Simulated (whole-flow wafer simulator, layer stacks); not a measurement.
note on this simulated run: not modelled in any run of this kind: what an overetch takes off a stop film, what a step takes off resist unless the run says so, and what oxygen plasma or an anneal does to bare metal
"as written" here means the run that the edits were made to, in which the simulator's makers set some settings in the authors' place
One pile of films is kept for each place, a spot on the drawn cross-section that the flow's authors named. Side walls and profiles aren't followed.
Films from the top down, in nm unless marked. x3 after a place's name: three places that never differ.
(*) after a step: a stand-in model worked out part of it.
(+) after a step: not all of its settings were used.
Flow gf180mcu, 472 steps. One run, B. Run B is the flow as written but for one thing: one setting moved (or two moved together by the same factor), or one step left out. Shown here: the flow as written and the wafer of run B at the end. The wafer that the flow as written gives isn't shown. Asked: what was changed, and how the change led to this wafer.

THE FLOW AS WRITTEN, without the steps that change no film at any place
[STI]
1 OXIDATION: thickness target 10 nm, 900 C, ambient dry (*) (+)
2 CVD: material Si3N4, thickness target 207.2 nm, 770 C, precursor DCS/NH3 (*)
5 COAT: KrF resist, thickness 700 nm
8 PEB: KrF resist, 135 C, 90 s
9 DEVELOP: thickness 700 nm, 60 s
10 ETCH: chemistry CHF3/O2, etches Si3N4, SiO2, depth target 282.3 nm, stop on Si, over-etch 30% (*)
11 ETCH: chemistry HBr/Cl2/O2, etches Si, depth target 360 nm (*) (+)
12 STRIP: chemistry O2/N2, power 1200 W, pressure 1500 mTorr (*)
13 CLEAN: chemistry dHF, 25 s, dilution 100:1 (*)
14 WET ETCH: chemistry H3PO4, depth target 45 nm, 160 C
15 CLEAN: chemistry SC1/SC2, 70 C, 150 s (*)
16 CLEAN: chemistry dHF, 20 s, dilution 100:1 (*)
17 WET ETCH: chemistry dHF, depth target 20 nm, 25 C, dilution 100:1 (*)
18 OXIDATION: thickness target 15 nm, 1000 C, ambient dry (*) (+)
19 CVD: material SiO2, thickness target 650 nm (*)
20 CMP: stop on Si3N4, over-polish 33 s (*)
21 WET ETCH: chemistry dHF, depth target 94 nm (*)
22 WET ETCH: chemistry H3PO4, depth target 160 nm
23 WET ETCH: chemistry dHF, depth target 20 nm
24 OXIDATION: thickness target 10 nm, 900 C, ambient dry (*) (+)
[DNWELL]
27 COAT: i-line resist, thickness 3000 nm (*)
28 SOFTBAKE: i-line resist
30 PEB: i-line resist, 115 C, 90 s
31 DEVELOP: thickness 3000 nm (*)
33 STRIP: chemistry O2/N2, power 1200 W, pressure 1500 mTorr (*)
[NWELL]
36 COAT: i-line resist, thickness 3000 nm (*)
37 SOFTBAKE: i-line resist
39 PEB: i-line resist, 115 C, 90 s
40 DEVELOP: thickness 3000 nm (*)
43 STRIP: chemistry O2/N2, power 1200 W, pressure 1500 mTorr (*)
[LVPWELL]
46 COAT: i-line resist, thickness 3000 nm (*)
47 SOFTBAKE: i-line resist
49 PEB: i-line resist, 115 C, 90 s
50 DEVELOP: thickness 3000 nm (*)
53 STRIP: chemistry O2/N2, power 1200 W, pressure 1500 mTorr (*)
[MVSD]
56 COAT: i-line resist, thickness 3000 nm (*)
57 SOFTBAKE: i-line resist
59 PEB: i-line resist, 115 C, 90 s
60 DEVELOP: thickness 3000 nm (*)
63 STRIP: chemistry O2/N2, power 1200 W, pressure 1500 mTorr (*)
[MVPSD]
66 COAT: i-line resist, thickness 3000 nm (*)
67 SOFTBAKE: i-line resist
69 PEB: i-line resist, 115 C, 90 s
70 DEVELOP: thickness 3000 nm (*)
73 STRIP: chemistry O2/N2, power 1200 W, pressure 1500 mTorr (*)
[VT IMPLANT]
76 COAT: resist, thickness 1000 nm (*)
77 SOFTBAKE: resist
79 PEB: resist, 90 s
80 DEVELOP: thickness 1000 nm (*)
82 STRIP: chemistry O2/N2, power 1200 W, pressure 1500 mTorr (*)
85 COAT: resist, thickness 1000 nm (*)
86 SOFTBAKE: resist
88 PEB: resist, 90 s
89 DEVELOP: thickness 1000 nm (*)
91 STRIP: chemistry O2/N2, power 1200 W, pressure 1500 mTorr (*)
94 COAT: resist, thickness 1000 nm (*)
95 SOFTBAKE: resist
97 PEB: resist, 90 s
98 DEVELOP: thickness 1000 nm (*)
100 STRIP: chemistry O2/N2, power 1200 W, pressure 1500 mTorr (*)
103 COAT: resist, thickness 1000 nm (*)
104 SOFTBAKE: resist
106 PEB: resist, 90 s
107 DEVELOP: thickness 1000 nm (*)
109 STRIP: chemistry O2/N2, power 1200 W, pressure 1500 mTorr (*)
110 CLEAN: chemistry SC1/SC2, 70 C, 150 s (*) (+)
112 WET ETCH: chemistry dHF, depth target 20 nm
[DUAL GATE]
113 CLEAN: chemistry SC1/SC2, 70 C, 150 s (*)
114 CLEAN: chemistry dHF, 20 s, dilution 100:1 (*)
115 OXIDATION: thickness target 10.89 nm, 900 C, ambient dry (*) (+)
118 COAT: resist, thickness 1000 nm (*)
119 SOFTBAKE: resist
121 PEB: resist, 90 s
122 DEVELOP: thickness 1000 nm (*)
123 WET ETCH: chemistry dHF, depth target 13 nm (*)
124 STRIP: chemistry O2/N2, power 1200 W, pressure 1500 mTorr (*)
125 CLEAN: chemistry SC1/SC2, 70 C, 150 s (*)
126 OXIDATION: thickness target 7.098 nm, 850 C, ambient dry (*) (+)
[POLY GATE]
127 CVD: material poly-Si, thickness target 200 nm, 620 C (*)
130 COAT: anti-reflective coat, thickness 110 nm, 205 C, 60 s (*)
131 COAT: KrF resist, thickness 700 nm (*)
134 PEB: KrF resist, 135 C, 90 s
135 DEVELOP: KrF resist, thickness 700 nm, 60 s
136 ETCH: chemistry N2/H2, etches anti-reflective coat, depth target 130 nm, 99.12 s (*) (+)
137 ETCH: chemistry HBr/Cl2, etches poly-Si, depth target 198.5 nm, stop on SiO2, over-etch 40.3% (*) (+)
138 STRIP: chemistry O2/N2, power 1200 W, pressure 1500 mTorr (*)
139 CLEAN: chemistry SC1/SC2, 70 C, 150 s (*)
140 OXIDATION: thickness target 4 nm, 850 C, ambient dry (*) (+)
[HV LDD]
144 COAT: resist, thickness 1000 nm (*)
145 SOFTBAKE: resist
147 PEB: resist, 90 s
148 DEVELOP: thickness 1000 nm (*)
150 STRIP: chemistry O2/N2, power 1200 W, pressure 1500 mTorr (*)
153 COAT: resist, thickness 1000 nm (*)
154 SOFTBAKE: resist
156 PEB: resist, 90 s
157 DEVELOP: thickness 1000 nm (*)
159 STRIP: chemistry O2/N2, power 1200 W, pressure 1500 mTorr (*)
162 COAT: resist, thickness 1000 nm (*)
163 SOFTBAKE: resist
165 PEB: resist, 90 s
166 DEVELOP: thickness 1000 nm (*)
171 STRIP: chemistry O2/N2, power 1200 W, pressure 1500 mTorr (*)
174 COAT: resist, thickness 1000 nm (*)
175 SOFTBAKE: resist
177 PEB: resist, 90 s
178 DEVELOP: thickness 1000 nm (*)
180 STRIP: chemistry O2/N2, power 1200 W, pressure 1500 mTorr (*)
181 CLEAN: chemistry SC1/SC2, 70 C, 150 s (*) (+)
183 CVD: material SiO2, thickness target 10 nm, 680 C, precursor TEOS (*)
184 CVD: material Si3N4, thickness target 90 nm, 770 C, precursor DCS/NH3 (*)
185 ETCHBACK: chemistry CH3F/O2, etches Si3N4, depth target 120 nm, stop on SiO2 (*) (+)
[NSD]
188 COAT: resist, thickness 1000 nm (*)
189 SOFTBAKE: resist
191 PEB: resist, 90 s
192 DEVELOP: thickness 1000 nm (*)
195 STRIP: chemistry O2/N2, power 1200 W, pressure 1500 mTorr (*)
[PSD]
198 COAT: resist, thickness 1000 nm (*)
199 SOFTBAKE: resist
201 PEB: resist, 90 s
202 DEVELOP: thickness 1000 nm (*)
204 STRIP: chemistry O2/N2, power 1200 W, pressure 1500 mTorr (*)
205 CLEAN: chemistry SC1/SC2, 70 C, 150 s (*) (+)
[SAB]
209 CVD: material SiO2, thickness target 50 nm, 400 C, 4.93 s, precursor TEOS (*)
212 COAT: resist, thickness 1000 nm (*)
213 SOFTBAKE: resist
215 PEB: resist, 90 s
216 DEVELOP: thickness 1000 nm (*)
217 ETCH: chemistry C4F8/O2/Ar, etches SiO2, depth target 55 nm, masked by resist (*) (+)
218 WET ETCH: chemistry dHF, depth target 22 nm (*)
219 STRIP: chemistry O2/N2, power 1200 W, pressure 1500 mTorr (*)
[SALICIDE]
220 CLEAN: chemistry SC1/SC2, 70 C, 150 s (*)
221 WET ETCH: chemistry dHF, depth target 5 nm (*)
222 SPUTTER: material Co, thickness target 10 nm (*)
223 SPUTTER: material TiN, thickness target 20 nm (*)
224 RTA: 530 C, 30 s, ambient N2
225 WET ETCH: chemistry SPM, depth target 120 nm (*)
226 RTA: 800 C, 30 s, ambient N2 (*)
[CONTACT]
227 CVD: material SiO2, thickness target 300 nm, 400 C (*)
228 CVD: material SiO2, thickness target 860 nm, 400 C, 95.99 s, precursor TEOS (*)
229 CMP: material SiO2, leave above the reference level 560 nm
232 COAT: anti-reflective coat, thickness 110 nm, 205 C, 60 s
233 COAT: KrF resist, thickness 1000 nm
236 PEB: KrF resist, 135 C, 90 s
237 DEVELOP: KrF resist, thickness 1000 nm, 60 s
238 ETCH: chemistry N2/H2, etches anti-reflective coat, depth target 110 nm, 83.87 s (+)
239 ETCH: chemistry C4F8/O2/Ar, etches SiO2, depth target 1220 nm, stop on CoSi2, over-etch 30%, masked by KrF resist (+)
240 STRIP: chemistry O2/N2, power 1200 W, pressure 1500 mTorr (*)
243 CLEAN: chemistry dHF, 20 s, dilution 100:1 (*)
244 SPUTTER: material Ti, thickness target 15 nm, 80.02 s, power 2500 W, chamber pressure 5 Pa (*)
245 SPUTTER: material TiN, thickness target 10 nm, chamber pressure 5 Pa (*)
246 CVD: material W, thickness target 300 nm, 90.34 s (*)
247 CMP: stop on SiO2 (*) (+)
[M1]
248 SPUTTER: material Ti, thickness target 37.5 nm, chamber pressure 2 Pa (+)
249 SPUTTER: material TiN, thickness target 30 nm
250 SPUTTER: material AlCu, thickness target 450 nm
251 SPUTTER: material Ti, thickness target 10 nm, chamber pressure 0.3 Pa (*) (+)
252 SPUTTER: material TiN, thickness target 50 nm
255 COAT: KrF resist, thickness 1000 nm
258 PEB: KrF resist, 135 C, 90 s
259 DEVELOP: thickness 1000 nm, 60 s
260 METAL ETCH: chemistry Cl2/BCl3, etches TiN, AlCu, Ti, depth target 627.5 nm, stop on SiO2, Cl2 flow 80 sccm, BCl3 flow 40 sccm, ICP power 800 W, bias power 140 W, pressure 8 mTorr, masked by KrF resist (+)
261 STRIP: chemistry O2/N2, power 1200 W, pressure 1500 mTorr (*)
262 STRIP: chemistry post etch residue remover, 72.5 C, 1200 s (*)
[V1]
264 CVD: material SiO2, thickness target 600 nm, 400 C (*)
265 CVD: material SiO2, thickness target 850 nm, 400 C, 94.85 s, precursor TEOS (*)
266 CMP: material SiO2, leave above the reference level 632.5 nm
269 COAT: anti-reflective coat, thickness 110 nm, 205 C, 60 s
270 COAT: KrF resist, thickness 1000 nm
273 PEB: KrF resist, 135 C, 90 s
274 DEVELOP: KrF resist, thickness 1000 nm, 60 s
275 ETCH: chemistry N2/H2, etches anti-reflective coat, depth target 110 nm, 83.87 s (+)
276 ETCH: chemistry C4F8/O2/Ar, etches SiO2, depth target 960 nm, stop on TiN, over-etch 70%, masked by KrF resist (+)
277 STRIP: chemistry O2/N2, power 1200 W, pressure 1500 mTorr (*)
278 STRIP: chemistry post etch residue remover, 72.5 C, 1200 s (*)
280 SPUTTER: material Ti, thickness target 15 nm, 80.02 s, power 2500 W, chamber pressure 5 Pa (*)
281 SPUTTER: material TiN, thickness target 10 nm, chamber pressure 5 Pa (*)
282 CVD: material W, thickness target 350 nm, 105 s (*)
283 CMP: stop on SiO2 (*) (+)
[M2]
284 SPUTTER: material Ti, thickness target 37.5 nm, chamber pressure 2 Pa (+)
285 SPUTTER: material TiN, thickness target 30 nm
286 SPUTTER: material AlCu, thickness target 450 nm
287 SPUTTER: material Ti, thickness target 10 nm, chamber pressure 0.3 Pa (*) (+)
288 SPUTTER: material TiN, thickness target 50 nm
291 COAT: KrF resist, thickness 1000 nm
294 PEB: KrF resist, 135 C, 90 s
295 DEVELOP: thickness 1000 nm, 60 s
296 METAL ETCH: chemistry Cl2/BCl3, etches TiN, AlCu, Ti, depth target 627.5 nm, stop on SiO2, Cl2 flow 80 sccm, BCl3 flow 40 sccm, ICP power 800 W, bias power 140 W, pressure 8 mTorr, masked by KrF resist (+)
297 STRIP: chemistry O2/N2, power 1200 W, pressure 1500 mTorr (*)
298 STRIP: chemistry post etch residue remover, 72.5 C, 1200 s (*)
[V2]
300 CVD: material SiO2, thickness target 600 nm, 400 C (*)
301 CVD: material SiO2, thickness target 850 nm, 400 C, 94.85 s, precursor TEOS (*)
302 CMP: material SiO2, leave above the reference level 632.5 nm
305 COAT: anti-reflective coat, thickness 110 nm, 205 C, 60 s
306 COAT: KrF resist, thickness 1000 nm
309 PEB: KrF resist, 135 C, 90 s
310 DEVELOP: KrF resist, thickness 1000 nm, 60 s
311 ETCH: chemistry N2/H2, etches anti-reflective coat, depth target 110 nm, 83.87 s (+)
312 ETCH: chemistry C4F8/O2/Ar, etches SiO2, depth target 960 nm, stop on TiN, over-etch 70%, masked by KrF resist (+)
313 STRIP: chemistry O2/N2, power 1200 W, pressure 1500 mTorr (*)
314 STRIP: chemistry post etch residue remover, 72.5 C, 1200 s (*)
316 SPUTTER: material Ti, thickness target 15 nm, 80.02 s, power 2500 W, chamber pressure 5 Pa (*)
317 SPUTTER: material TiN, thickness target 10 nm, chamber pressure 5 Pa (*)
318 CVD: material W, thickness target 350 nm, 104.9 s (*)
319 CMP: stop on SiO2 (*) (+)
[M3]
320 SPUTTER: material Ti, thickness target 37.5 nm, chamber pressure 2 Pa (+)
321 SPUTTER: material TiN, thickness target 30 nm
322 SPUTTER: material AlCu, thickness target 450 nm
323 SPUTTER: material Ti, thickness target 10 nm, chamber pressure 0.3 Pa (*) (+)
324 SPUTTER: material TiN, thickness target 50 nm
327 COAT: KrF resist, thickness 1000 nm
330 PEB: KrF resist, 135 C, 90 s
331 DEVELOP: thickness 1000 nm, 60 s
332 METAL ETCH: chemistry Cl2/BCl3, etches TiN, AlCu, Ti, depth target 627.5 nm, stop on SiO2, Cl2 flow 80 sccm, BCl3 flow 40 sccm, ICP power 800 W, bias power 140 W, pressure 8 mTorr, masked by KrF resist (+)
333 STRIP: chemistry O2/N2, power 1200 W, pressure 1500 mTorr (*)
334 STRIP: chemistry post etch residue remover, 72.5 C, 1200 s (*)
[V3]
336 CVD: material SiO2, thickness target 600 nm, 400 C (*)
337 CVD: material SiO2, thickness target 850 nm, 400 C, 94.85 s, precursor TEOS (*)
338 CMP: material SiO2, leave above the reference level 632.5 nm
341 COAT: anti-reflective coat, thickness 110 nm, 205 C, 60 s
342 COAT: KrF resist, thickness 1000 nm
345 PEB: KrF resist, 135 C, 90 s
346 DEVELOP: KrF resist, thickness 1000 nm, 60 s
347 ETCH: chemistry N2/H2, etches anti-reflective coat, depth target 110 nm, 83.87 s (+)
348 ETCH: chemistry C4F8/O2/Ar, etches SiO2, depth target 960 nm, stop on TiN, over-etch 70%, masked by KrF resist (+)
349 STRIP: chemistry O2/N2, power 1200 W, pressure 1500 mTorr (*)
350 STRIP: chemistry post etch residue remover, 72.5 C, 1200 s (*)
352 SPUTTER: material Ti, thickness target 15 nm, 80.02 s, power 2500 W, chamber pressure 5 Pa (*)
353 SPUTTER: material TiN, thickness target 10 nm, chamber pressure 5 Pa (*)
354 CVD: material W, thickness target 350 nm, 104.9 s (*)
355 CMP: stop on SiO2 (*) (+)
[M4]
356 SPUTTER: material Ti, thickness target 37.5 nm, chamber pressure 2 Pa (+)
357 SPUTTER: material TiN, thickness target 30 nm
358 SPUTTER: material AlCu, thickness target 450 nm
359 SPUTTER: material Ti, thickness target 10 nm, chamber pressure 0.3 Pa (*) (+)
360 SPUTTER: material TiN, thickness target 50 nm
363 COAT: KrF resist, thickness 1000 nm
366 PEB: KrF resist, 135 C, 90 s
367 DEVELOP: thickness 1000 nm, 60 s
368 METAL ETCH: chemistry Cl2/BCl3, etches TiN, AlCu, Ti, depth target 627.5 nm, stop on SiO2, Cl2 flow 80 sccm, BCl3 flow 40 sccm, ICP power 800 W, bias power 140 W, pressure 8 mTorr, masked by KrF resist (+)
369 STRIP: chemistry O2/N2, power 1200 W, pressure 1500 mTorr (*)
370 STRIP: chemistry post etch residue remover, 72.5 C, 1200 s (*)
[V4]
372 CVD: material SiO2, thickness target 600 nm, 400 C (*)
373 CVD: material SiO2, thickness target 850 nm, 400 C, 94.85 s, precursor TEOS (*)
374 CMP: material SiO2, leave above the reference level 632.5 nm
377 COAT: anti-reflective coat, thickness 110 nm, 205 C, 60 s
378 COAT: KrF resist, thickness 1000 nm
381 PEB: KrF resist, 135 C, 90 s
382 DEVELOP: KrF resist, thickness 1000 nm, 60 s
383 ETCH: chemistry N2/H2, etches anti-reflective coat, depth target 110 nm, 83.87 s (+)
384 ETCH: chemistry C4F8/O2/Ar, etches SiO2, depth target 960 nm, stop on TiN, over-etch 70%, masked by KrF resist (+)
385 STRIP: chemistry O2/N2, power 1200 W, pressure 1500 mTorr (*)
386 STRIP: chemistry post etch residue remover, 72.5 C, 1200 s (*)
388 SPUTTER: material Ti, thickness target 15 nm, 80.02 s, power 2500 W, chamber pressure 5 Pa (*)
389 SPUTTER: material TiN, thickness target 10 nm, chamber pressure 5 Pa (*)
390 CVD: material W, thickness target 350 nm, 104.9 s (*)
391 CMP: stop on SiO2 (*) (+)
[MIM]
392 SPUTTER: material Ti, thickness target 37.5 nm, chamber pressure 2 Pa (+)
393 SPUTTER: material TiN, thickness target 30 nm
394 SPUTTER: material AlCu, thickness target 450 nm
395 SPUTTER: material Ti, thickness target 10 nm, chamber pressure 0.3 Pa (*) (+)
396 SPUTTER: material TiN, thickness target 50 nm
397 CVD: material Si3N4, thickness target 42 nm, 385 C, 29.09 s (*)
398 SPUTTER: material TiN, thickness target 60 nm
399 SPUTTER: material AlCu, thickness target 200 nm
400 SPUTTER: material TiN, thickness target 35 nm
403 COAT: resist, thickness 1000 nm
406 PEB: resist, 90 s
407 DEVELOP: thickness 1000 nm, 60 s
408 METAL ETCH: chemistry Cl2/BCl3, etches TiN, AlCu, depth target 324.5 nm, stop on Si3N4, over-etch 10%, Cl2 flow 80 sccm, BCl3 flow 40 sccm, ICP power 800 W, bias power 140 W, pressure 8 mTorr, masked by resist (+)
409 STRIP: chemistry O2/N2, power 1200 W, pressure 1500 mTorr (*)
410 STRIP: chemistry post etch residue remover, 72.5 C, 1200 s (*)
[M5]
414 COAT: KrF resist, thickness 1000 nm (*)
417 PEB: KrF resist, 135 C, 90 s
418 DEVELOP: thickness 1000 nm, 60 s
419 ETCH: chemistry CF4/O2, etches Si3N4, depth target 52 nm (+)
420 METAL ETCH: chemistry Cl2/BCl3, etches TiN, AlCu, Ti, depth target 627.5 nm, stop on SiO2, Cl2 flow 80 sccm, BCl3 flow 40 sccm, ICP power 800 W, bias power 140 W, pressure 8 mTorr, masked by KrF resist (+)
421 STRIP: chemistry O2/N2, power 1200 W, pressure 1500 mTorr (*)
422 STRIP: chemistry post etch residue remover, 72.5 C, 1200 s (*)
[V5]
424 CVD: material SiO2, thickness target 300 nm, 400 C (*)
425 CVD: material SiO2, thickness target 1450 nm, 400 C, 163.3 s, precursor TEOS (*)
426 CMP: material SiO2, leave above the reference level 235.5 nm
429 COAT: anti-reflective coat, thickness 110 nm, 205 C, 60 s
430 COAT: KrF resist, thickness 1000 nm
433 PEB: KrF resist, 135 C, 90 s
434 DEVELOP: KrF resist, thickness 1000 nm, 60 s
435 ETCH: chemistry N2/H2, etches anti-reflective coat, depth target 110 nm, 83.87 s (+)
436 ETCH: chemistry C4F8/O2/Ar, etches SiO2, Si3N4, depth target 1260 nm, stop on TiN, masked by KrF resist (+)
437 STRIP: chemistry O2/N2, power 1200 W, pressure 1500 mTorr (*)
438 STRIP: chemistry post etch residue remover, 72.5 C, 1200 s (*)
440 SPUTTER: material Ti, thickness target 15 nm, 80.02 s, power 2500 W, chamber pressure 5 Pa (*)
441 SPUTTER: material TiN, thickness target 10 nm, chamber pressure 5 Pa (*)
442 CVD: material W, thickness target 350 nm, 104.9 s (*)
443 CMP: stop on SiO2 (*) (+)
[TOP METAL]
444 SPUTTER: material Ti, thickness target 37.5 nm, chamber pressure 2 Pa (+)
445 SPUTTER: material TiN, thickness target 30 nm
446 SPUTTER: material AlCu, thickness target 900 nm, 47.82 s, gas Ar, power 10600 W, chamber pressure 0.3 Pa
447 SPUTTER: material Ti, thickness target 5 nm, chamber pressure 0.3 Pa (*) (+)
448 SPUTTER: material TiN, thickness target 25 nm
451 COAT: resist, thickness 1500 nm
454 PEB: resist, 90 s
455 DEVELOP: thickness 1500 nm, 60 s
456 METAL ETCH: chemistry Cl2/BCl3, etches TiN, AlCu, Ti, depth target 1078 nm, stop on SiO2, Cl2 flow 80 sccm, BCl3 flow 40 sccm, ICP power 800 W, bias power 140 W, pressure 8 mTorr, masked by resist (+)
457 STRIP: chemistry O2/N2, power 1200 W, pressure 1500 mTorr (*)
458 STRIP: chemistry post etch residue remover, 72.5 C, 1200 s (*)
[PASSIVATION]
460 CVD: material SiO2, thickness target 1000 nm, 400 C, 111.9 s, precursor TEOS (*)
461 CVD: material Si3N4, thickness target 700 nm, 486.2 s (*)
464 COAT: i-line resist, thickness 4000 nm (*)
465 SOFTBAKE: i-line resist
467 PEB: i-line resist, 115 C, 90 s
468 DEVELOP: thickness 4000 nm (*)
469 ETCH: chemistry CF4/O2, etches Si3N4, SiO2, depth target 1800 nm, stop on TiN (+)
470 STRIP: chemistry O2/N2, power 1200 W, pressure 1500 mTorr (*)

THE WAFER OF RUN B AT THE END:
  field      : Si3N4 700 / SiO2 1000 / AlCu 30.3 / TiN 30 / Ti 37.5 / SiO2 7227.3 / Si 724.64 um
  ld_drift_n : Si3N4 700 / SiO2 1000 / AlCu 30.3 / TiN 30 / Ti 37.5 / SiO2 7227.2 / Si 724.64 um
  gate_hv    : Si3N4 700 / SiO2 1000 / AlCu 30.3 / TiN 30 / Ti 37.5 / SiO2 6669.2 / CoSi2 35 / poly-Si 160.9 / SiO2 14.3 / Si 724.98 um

The cause: step 456, METAL ETCH: depth target 894 nm was run, where the flow has depth target 1078 nm.

How the change led to this, step by step:
  456 METAL ETCH: chemistry Cl2/BCl3, etches TiN, AlCu, Ti, depth target 1078 nm, stop on SiO2, Cl2 flow 80 sccm, BCl3 flow 40 sccm, ICP power 800 W, bias power 140 W, pressure 8 mTorr, masked by resist (+)
      field, field__w1, field__w2 and 103 more: TiN -25 (all of it), Ti -5 (all of it), AlCu -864 (as written it would be: TiN -25 (all of it), Ti -5 (all of it), AlCu -900 (all of it), TiN -30 (all of it), Ti -37.5 (all of it))
      field__w8, contact, m1, m1__w1, pad, m1_nw: resist -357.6 (as written it would be: resist -431)
  457 STRIP: chemistry O2/N2, power 1200 W, pressure 1500 mTorr (*)
      field__w8, contact, m1, m1__w1, pad, m1_nw: resist -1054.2 (all of it) (as written it would be: resist -980.8 (all of it))
  458 STRIP: chemistry post etch residue remover, 72.5 C, 1200 s (*)
      field, field__w1, field__w2 and 103 more: AlCu -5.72 (as written it would be: nothing)
  460 CVD: material SiO2, thickness target 1000 nm, 400 C, 111.9 s, precursor TEOS (*)
      field, field__w1, field__w2 and 103 more: SiO2 +1000 (new film) (as written it would be: SiO2 +1000)
  464 COAT: i-line resist, thickness 4000 nm (*)
      field__w8: i-line resist +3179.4 (new film) (as written it would be: i-line resist +3093.1 (new film))
      contact: i-line resist +3230.8 (new film) (as written it would be: i-line resist +3153.6 (new film))
      (and at 4 more places)
  465 SOFTBAKE: i-line resist
      field__w5, field__w9: i-line resist +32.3 (as written it would be: i-line resist +37.3)
      pplus_u, ppoly_u: i-line resist +32.8 (as written it would be: i-line resist +38)
      (and at 65 more places)
  467 PEB: i-line resist, 115 C, 90 s
      field__w8, m1__w1: i-line resist -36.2 (as written it would be: i-line resist -34.7)
      contact: i-line resist -36.5 (as written it would be: i-line resist -35.1)
      (and at 3 more places)
  468 DEVELOP: thickness 4000 nm (*)
      pad: i-line resist -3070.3 (all of it) (as written it would be: i-line resist -2974.8 (all of it))
  470 STRIP: chemistry O2/N2, power 1200 W, pressure 1500 mTorr (*)
      field__w8, m1__w1: i-line resist -1881.9 (all of it) (as written it would be: i-line resist -1787.7 (all of it))
      contact: i-line resist -1902 (all of it) (as written it would be: i-line resist -1811.2 (all of it))
      (and at 2 more places)
Counting metal films that touch as one body, field has 1 body; the flow as written gives 0 bodies.
Counting metal films that touch as one body, ld_drift_n has 1 body; the flow as written gives 0 bodies.
Counting metal films that touch as one body, gate_hv has 2 bodies (between them, from the top down: SiO2 6669.2); the flow as written gives 1 body.
